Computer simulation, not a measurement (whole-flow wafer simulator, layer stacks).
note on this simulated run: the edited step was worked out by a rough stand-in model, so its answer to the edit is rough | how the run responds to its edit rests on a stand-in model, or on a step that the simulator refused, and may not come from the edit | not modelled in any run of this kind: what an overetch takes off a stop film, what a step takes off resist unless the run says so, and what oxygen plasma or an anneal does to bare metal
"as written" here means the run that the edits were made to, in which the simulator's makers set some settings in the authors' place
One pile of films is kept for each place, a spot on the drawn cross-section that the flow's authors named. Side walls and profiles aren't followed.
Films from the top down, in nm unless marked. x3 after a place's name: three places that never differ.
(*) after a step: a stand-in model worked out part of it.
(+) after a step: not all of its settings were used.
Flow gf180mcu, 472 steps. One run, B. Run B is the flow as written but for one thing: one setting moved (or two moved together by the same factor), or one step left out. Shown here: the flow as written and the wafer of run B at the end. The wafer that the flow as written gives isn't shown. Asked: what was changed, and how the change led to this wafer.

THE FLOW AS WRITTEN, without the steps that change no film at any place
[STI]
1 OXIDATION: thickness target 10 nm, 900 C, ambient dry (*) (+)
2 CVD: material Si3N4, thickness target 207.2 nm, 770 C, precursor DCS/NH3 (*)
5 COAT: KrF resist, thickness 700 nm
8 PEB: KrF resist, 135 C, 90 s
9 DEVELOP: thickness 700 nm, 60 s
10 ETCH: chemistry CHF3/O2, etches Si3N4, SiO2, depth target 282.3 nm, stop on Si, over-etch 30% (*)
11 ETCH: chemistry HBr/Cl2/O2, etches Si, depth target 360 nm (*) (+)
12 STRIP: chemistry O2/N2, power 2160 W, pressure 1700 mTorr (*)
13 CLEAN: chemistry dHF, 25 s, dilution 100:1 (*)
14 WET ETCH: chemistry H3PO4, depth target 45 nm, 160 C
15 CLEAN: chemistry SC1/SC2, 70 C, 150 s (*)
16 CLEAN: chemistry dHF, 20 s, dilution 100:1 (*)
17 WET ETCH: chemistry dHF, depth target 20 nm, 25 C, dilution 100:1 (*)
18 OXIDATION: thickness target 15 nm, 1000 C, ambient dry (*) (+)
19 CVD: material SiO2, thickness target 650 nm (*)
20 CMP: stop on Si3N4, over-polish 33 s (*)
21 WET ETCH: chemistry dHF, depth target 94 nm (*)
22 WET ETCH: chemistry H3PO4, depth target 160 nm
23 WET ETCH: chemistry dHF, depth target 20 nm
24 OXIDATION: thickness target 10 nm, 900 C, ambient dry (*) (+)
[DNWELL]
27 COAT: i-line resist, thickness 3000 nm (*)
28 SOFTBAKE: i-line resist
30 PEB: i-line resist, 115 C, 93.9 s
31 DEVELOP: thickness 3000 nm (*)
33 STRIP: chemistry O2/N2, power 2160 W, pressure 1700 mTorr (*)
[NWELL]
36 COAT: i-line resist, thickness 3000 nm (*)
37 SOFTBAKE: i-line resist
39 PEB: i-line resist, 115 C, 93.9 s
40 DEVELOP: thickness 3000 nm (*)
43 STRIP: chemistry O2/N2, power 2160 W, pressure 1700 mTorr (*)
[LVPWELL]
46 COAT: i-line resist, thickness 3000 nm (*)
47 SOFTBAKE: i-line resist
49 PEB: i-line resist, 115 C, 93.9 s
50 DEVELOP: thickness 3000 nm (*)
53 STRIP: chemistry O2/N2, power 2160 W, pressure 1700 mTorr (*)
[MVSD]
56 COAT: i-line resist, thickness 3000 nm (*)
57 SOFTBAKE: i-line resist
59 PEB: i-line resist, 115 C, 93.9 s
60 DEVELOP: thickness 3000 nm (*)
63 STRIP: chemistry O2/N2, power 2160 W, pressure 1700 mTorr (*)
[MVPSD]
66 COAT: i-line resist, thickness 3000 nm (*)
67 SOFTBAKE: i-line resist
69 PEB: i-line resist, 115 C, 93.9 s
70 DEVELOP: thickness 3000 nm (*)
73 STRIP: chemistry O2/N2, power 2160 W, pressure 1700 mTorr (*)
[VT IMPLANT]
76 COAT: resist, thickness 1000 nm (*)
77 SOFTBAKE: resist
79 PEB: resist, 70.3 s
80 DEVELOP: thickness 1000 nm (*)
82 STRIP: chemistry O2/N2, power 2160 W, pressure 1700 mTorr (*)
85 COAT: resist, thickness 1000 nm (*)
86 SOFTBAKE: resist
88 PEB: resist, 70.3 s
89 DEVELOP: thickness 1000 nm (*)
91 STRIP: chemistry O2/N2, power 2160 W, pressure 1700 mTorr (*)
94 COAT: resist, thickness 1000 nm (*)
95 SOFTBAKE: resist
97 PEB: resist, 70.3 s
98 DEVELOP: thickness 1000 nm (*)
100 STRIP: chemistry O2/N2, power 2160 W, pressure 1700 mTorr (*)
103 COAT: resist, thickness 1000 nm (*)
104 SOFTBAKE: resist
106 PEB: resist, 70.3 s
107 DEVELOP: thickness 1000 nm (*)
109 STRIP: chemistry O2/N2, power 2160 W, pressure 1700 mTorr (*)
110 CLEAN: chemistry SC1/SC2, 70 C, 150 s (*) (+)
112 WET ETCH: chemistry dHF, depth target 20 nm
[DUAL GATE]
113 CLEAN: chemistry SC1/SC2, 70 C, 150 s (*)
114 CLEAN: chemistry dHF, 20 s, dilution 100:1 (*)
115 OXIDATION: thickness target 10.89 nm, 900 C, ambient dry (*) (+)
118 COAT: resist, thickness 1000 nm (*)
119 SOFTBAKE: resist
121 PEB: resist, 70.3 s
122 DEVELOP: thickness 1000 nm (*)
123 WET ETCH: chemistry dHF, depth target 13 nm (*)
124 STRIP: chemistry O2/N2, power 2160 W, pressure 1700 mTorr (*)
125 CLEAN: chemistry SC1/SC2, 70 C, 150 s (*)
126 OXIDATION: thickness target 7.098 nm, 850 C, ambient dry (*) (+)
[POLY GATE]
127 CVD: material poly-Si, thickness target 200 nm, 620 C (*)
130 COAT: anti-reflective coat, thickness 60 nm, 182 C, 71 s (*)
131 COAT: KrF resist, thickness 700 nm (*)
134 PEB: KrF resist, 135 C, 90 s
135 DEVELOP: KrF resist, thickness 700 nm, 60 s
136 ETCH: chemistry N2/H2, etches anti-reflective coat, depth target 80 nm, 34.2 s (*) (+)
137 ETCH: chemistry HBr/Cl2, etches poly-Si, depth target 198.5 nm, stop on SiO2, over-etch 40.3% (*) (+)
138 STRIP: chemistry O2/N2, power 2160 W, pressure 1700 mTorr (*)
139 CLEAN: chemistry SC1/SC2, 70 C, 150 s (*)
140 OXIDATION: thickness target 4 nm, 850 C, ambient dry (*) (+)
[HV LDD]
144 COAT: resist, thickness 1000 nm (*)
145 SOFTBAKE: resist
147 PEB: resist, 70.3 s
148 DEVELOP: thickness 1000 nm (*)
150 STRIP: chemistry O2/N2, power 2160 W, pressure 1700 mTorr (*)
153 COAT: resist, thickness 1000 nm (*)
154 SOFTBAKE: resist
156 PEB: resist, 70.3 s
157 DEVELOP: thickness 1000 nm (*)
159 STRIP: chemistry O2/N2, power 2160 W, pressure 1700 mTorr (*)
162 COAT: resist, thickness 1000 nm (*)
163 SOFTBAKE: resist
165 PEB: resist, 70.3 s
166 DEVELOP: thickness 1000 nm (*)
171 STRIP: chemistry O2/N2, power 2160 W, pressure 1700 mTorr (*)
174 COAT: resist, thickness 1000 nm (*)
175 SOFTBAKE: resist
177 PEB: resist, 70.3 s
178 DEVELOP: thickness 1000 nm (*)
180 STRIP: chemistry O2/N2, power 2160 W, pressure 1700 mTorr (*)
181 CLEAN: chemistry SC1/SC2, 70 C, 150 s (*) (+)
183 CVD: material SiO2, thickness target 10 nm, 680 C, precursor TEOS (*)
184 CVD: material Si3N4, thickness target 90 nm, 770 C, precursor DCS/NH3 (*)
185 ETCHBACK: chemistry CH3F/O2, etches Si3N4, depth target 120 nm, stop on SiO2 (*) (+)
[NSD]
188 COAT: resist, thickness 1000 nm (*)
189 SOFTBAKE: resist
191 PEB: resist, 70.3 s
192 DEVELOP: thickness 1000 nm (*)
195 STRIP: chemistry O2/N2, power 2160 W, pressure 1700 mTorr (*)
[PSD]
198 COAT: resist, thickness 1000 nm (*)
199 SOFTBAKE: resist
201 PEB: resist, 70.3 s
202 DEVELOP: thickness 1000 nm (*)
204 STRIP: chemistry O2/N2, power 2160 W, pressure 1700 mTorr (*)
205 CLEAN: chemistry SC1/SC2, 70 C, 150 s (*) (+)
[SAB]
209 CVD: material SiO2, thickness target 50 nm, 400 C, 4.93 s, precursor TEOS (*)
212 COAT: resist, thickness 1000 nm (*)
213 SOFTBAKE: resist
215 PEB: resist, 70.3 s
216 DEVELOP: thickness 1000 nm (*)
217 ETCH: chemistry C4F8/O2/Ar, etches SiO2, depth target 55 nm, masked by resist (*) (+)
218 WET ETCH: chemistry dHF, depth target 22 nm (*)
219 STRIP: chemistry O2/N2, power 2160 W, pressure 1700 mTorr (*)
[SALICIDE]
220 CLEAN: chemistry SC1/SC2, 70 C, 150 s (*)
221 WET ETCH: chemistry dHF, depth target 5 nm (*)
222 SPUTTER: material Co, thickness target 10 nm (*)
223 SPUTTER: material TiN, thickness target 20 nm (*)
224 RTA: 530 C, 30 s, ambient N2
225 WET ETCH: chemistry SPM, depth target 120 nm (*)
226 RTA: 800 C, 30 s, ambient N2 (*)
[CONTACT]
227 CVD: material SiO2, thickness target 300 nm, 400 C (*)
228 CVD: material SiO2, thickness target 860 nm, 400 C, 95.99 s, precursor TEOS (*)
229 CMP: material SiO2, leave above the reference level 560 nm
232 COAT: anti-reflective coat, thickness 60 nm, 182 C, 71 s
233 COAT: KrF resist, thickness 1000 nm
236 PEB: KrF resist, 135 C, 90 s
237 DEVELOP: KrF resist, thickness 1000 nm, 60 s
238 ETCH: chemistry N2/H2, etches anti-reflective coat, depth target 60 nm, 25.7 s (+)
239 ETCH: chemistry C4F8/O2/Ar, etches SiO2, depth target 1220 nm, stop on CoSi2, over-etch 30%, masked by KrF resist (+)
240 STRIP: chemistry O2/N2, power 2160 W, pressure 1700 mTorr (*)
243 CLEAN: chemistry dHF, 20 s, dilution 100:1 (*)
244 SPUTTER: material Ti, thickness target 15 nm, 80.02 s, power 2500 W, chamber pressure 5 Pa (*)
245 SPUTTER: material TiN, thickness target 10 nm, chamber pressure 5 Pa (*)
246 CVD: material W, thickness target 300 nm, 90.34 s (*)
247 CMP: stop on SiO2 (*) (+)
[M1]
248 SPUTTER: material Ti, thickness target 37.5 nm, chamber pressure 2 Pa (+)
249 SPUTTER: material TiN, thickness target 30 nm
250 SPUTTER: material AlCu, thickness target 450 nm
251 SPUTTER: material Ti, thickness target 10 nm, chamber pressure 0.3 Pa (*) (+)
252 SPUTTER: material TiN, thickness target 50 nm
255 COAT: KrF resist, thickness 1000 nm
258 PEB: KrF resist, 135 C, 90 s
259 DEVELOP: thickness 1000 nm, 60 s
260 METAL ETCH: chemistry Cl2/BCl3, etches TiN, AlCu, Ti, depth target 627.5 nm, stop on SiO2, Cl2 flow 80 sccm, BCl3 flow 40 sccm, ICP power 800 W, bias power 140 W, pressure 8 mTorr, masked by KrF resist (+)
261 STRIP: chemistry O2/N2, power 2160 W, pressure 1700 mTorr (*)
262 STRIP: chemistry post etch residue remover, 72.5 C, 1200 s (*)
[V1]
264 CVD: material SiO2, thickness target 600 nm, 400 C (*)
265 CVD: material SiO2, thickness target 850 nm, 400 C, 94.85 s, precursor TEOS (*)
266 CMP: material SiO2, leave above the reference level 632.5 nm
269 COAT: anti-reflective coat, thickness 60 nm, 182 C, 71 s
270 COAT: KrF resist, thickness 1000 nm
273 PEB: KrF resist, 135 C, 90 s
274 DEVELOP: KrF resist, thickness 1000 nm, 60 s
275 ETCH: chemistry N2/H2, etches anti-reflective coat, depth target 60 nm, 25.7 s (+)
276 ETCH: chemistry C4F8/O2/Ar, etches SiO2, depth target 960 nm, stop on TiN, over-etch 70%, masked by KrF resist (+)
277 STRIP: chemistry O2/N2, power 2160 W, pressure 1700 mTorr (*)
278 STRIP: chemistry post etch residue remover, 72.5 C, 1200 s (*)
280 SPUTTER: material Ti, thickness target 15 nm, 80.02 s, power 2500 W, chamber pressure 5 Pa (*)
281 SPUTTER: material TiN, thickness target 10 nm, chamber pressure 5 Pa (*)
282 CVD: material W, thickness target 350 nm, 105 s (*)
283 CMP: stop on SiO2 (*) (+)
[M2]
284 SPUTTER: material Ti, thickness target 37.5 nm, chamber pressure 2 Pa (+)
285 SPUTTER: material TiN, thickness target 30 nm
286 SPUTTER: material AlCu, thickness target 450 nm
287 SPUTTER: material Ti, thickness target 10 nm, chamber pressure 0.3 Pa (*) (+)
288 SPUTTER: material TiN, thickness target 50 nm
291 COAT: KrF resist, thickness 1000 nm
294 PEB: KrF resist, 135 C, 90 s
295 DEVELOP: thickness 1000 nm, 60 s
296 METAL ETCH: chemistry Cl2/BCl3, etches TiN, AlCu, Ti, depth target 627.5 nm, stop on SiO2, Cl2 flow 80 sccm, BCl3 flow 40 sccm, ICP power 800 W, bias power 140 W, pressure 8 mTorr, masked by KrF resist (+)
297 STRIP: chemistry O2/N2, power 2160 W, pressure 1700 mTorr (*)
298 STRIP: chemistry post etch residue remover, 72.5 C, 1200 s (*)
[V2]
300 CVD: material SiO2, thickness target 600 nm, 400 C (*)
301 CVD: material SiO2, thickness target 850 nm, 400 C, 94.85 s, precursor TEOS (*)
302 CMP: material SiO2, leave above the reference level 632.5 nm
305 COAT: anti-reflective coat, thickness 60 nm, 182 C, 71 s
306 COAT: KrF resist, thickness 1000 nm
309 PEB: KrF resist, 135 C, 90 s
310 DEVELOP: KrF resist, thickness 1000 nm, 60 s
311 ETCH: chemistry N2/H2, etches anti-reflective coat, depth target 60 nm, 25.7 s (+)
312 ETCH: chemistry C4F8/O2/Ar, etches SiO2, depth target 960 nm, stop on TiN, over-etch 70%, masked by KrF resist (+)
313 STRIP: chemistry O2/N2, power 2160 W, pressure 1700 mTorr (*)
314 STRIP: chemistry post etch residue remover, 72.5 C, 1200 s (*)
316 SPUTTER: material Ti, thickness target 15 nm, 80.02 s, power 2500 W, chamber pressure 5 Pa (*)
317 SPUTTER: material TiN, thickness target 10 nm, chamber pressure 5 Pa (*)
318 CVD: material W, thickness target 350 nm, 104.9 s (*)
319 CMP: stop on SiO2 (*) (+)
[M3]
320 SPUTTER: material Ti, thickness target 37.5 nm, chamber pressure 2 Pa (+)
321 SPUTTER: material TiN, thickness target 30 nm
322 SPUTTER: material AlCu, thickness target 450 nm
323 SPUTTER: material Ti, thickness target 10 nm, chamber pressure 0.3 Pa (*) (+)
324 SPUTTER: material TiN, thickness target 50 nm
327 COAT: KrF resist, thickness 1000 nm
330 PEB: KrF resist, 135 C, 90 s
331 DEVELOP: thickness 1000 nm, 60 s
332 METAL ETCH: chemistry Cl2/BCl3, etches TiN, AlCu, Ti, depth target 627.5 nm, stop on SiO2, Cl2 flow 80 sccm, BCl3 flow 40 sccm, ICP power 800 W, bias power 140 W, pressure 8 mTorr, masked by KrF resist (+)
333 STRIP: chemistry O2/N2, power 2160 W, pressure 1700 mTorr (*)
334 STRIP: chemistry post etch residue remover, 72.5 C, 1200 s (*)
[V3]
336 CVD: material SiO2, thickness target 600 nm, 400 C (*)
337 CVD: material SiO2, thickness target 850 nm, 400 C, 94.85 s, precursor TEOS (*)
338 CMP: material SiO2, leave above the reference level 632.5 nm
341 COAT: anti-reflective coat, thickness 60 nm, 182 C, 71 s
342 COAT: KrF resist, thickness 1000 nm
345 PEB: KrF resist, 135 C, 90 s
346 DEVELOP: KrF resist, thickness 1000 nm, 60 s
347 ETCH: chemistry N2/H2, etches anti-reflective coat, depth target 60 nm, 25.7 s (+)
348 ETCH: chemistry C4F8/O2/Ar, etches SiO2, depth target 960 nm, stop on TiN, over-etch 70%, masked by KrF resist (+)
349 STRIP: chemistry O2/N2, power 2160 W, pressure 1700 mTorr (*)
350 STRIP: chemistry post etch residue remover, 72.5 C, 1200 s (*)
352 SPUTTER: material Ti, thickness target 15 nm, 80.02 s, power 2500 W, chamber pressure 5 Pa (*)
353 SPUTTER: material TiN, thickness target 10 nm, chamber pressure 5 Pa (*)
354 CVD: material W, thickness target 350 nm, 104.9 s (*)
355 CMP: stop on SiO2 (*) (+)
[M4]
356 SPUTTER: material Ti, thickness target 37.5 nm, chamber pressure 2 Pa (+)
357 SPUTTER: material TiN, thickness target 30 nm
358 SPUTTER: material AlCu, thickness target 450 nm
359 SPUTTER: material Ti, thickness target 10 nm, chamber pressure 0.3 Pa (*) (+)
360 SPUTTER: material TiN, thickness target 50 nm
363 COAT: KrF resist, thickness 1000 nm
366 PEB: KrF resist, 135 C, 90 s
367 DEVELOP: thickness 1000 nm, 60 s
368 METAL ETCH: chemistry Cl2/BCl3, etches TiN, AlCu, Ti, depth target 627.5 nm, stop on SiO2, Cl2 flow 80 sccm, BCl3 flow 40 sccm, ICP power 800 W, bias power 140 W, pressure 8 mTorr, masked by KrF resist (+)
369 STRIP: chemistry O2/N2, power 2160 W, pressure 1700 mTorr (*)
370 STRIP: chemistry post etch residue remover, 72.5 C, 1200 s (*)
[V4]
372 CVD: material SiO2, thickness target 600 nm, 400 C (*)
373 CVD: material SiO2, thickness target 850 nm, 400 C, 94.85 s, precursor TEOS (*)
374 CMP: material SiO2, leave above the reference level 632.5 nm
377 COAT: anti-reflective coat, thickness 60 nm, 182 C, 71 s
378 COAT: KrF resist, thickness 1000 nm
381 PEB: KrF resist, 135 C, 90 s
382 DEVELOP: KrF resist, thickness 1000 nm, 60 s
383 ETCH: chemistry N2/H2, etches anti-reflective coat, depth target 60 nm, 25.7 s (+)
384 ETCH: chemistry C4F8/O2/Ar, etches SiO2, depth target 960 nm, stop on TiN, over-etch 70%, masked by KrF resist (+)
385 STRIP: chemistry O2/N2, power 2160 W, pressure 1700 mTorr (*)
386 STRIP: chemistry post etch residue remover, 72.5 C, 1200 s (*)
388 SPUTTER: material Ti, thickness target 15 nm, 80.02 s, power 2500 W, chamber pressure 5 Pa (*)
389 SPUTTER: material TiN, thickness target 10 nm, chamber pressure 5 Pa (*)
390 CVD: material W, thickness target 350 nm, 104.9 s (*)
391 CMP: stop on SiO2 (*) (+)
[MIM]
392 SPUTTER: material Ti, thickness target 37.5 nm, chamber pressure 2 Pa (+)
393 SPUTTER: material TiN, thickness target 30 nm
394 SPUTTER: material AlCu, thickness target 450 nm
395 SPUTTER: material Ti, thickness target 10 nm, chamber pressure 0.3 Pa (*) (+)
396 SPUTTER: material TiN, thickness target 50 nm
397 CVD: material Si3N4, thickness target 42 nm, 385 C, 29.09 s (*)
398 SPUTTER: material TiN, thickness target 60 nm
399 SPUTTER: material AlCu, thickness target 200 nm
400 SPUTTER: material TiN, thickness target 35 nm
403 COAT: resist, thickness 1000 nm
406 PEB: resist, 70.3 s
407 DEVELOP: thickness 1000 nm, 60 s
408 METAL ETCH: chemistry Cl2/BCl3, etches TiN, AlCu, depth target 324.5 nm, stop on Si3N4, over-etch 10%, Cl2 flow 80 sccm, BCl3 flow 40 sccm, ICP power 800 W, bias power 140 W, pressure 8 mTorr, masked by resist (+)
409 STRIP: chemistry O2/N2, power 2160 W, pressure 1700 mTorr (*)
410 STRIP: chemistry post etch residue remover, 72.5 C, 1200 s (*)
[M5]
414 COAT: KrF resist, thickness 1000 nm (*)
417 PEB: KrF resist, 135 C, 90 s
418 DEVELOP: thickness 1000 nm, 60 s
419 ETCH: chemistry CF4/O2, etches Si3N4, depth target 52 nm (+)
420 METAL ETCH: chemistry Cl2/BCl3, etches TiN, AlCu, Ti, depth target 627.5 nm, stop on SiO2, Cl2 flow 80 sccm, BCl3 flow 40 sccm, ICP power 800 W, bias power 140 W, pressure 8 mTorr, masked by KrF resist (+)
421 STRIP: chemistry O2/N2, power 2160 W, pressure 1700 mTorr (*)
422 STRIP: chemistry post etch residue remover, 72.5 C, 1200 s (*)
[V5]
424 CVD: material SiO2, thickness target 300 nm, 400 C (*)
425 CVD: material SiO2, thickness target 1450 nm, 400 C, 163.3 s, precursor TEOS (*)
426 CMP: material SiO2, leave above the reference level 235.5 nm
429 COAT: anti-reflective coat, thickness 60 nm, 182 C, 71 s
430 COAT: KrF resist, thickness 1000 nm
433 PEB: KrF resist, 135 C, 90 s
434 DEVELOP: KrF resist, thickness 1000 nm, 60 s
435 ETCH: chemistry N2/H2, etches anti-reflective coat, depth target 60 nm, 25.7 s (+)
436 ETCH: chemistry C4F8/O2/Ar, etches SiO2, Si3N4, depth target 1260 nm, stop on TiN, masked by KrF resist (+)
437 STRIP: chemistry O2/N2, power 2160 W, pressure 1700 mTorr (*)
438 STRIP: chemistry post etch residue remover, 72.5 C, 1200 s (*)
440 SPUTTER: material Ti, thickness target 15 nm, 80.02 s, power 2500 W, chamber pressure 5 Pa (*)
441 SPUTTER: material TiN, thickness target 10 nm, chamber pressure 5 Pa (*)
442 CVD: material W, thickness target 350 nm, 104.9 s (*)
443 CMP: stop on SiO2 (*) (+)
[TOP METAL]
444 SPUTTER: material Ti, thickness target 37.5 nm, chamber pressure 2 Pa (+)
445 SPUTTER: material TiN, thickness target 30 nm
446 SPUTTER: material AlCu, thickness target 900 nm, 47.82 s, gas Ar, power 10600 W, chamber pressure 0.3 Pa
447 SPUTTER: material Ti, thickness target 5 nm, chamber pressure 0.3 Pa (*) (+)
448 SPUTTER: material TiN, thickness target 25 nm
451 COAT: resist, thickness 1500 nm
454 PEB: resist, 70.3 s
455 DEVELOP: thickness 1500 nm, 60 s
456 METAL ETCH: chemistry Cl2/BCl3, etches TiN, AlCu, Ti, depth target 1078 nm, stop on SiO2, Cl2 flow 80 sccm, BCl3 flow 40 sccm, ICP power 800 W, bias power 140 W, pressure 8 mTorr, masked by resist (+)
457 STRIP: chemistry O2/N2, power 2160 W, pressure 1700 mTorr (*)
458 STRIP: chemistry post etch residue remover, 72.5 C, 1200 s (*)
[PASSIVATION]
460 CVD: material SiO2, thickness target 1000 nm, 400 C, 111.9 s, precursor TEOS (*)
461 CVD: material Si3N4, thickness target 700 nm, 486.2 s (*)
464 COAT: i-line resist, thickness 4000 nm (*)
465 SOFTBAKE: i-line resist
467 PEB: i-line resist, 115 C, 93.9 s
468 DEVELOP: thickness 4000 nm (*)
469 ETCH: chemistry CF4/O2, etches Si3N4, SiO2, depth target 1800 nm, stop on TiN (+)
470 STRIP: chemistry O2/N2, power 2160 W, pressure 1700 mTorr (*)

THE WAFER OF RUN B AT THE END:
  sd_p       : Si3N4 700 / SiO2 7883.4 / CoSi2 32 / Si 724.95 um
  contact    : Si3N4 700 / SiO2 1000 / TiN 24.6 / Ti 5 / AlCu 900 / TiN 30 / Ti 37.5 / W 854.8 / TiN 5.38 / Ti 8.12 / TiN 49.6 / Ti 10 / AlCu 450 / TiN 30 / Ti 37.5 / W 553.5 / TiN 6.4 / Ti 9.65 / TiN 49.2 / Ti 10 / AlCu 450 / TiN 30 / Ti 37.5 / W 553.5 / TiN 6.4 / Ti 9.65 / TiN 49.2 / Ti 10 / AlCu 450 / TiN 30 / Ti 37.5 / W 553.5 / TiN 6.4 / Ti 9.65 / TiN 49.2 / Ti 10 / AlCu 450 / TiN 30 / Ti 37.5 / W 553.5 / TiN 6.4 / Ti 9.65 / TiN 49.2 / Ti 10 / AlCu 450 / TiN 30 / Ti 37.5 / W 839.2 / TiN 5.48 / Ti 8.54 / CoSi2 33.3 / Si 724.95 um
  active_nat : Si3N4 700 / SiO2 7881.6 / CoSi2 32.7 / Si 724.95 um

The cause: step 185, ETCHBACK: depth target 177 nm was run, where the flow has depth target 120 nm.

How the change led to this, step by step:
  185 ETCHBACK: chemistry CH3F/O2, etches Si3N4, depth target 120 nm, stop on SiO2 (*) (+)
      field, field__w1, field__w2 and 100 more: Si3N4 -90 (all of it), SiO2 -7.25 (as written it would be: Si3N4 -90 (all of it), SiO2 -2.5)
  189 SOFTBAKE: resist
      field: resist -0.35 (as written it would be: resist +3.56)
      field_sub__w1: resist +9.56 (as written it would be: resist +7.47)
      (and at 2 more places)
  199 SOFTBAKE: resist
      field: resist -0.35 (as written it would be: resist +3.56)
      field_sub__w1: resist +9.56 (as written it would be: resist +7.47)
      (and at 2 more places)
  213 SOFTBAKE: resist
      field__w5: resist +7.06 (as written it would be: resist +7.65)
      field__w7: resist +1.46 (as written it would be: resist +1.97)
      (and at 4 more places)
  218 WET ETCH: chemistry dHF, depth target 22 nm (*)
      gate, gate_hv, gate_p and 23 more: SiO2 -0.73 (all of it) (as written it would be: SiO2 -5.48 (all of it))
      active, p_well, sd_n, iso_ptap_pw, iso_ntap_nw, iso_ptap_sub, vpnp_e: SiO2 -4.26 (all of it) (as written it would be: SiO2 -9.01 (all of it))
      (and at 16 more places)
  222 SPUTTER: material Co, thickness target 10 nm (*)
      field__w2: Co +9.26 (new film) (as written it would be: Co +8.65 (new film))
      field__w3: Co +8.84 (new film) (as written it would be: Co +8.06 (new film))
      (and at 1 more place)
  223 SPUTTER: material TiN, thickness target 20 nm (*)
      field__w2: TiN +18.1 (new film) (as written it would be: TiN +17 (new film))
      field__w3: TiN +17.3 (new film) (as written it would be: TiN +15.7 (new film))
      (and at 4 more places)
  224 RTA: 530 C, 30 s, ambient N2
      ld_sd_n: under 1 film: CoSi +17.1 (new film), Co -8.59 (all of it), Si -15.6 (as written it would be: under 1 film: CoSi +16.1 (new film), Co -8.09 (all of it), Si -14.7)
      ld_drn_n: under 1 film: CoSi +18.6 (new film), Co -9.38 (all of it), Si -17 (as written it would be: under 1 film: CoSi +17.9 (new film), Co -9.02 (all of it), Si -16.4)
      (and at 2 more places)
  225 WET ETCH: chemistry SPM, depth target 120 nm (*)
      field__w2: TiN -18.1 (all of it), Co -9.26 (all of it) (as written it would be: TiN -17 (all of it), Co -8.65 (all of it))
      field__w3: TiN -17.3 (all of it), Co -8.84 (all of it) (as written it would be: TiN -15.7 (all of it), Co -8.06 (all of it))
      (and at 4 more places)
  226 RTA: 800 C, 30 s, ambient N2 (*)
      active_nat: CoSi2 +32.7 (new film), CoSi -18.6 (all of it), Si -17 (as written it would be: CoSi2 +31.8 (new film), CoSi -18.1 (all of it), Si -16.5)
      ld_sd_n: CoSi2 +30 (new film), CoSi -17.1 (all of it), Si -15.6 (as written it would be: CoSi2 +28.3 (new film), CoSi -16.1 (all of it), Si -14.7)
      (and at 3 more places)
  229 CMP: material SiO2, leave above the reference level 560 nm
      field__w2: SiO2 -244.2 (as written it would be: SiO2 -250)
      field__w3: SiO2 -226.4 (as written it would be: SiO2 -232.3)
      (and at 3 more places)
